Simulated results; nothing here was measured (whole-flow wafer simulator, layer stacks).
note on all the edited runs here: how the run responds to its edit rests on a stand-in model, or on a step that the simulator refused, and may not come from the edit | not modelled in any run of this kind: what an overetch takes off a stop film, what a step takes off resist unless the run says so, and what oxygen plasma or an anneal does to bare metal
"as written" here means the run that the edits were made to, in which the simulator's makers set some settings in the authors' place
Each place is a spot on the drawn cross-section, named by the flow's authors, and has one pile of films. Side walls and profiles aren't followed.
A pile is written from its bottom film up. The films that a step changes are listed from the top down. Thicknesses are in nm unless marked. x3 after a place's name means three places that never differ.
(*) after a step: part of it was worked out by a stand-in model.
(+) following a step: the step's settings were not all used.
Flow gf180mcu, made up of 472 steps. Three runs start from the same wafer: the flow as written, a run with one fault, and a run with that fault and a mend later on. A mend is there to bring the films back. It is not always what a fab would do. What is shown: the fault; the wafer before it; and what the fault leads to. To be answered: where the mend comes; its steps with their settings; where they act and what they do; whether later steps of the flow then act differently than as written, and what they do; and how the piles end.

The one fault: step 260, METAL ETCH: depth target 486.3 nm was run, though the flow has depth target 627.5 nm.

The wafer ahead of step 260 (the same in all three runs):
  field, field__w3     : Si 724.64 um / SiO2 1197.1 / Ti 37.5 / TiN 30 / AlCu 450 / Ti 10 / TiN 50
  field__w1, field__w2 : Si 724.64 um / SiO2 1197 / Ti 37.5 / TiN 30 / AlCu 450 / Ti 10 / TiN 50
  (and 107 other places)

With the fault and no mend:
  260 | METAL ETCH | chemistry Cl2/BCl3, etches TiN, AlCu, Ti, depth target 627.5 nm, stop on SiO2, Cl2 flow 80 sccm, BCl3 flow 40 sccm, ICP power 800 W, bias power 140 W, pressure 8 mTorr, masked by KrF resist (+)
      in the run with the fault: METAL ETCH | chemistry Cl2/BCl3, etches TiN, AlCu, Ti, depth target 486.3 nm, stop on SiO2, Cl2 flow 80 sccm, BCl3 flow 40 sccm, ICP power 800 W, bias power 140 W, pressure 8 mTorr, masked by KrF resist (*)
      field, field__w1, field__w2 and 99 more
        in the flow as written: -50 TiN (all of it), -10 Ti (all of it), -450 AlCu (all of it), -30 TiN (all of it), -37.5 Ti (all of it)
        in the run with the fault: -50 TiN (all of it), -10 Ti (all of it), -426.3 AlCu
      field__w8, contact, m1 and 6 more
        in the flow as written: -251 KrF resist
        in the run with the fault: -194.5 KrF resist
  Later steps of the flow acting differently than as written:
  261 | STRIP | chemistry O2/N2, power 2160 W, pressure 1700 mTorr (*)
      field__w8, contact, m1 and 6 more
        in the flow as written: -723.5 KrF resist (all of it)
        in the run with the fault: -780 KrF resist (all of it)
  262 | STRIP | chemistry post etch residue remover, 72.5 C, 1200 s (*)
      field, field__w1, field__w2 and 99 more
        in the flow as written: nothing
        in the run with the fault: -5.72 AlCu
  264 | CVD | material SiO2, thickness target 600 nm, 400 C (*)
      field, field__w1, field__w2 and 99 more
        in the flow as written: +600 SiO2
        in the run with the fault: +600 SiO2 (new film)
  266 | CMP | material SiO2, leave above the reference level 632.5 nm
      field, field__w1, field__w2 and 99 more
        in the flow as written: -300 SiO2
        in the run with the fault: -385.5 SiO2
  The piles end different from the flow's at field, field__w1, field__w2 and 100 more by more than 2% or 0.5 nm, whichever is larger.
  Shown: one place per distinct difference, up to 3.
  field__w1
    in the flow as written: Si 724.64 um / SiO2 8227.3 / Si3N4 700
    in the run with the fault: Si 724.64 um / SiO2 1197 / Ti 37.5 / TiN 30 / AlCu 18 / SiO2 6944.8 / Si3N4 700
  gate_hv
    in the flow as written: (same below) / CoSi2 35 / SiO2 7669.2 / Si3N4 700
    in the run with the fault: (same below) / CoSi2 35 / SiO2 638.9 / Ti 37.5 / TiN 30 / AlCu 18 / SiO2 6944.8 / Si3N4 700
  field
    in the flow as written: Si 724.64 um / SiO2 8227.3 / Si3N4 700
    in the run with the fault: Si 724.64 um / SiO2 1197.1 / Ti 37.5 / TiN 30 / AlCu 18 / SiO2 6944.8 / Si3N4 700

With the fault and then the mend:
  The mend stands after step 260.
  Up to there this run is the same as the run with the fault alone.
  260a | METAL ETCH | chemistry Cl2/BCl3, etches TiN, AlCu, Ti, depth target 141.2 nm, stop on SiO2, Cl2 flow 80 sccm, BCl3 flow 40 sccm, ICP power 800 W, bias power 140 W, pressure 8 mTorr, masked by KrF resist (+) (a further turn of the flow's step 260, with different settings)
      field, field__w1, field__w2 and 99 more
        -23.7 AlCu (all of it), -30 TiN (all of it), -37.5 Ti (all of it)
      field__w8, contact, m1 and 6 more
        -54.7 KrF resist
  Every later step of the flow that is run acts as written, at every place that is followed, to within 2% or 0.5 nm, whichever is larger.
  At every place that both follow, the piles at the end match the flow's.
